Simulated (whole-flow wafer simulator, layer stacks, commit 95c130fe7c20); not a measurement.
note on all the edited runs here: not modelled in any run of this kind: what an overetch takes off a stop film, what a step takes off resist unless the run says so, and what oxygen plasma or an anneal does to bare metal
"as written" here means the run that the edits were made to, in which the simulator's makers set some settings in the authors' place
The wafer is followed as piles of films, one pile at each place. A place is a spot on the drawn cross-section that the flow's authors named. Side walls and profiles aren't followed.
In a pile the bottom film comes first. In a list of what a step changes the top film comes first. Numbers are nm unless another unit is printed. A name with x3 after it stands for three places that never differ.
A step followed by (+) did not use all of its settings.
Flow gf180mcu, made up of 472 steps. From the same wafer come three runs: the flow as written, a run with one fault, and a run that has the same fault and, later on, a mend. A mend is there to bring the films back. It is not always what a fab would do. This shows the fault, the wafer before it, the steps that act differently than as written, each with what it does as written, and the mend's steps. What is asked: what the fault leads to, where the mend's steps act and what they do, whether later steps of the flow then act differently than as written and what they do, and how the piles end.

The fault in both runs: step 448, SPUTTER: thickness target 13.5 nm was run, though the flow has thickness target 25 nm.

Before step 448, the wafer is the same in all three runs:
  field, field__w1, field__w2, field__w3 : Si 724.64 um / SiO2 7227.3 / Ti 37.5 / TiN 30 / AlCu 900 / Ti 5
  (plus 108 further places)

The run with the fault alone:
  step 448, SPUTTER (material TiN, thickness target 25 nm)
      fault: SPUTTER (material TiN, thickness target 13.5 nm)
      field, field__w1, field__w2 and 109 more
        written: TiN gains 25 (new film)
        fault: TiN gains 13.5 (new film)
  Later steps of the flow acting differently than as written (5 more steps, not shown, differ only slightly: by at most 2% or 0.5 nm, whichever is larger):
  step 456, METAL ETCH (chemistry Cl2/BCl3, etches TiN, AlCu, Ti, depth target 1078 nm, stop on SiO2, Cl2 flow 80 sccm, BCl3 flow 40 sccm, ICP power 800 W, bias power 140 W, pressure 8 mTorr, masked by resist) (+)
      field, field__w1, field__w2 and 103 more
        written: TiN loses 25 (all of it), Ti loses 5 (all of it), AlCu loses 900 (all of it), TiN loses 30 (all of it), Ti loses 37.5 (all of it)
        fault: TiN loses 13.5 (all of it), Ti loses 5 (all of it), AlCu loses 900 (all of it), TiN loses 30 (all of it), Ti loses 37.5 (all of it)
  By the end, the piles at field__w8, contact, m1, m1__w1, pad, m1_nw depart from the flow's by more than 2% or 0.5 nm, whichever is larger.
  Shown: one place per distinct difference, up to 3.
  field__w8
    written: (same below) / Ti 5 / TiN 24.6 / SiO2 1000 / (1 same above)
    fault: (same below) / Ti 5 / TiN 13.1 / SiO2 1000 / (1 same above)
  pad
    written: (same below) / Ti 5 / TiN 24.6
    fault: (same below) / Ti 5 / TiN 13.1

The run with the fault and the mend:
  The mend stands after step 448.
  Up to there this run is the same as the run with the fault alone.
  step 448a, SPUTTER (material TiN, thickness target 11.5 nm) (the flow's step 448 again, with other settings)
      field, field__w1, field__w2 and 109 more
        TiN gains 11.5
  Later steps of the flow that are run all act as written at every place that is followed.
  By the end, the piles equal the flow's at every place that both follow.
